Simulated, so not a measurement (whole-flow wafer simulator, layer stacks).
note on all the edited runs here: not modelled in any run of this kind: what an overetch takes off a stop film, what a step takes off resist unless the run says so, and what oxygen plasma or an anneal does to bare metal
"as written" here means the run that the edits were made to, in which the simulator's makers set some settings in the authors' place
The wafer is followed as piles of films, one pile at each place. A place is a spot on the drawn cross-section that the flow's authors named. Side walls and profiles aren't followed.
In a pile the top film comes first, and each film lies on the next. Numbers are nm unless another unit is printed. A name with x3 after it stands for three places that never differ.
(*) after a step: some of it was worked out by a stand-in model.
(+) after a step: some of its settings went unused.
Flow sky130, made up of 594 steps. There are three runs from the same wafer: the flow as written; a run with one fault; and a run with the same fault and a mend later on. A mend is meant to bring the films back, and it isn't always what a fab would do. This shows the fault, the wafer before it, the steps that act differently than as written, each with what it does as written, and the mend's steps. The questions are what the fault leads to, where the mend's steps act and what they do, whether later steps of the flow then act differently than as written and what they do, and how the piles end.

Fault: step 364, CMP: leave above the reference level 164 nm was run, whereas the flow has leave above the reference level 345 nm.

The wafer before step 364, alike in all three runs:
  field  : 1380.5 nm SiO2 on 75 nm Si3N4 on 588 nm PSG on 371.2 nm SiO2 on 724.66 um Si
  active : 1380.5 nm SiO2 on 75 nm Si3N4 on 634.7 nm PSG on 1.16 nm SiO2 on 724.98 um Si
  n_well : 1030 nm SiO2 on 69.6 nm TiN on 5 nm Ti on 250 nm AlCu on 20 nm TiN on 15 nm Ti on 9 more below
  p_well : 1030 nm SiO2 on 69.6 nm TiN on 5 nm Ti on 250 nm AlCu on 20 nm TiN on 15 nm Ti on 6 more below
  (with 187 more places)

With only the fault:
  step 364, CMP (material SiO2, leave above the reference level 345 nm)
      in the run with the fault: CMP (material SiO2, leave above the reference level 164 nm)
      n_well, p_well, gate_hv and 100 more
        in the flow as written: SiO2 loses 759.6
        in the run with the fault: SiO2 loses 940.6
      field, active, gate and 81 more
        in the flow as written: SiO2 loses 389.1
        in the run with the fault: SiO2 loses 570.1
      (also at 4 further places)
  Steps later in the flow that act otherwise than as written (10 other steps are not shown; they differ only slightly, by no more than 2% or 0.5 nm, whichever is larger):
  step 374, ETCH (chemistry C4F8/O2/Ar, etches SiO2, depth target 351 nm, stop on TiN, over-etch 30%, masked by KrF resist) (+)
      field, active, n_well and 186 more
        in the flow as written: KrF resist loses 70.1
        in the run with the fault: KrF resist loses 23.1
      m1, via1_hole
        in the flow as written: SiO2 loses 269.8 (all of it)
        in the run with the fault: SiO2 loses 88.8 (all of it)
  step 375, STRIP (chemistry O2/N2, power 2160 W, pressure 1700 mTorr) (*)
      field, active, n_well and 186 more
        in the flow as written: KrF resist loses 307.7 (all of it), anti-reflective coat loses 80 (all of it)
        in the run with the fault: KrF resist loses 354.7 (all of it), anti-reflective coat loses 80 (all of it)
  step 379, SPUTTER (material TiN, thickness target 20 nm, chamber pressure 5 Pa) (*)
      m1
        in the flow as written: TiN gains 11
        in the run with the fault: TiN gains 15.4
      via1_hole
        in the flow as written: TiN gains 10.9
        in the run with the fault: TiN gains 15.4
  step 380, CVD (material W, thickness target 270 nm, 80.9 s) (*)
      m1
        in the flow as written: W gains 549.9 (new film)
        in the run with the fault: W gains 364.4 (new film)
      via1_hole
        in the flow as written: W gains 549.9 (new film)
        in the run with the fault: W gains 364.5 (new film)
  At field, active, n_well and 190 more, the piles at the end differ from the flow's by more than 2% or 0.5 nm, whichever is larger.
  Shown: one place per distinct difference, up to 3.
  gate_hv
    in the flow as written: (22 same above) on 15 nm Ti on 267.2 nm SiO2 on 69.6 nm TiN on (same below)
    in the run with the fault: (22 same above) on 15 nm Ti on 86.2 nm SiO2 on 69.6 nm TiN on (same below)
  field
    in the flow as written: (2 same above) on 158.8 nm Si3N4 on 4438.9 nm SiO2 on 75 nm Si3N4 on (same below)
    in the run with the fault: (2 same above) on 158.8 nm Si3N4 on 4257.9 nm SiO2 on 75 nm Si3N4 on (same below)
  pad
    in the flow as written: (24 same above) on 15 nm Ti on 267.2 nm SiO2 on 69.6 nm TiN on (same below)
    in the run with the fault: (24 same above) on 15 nm Ti on 86.2 nm SiO2 on 69.6 nm TiN on (same below)

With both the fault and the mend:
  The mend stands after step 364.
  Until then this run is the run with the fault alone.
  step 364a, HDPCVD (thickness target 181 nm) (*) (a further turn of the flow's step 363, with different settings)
      field, active, n_well and 188 more
        SiO2 gains 181
  Every later step of the flow that is run acts as written, at every place that is followed, to within 2% or 0.5 nm, whichever is larger.
  At every place that both follow, the piles at the end match the flow's.
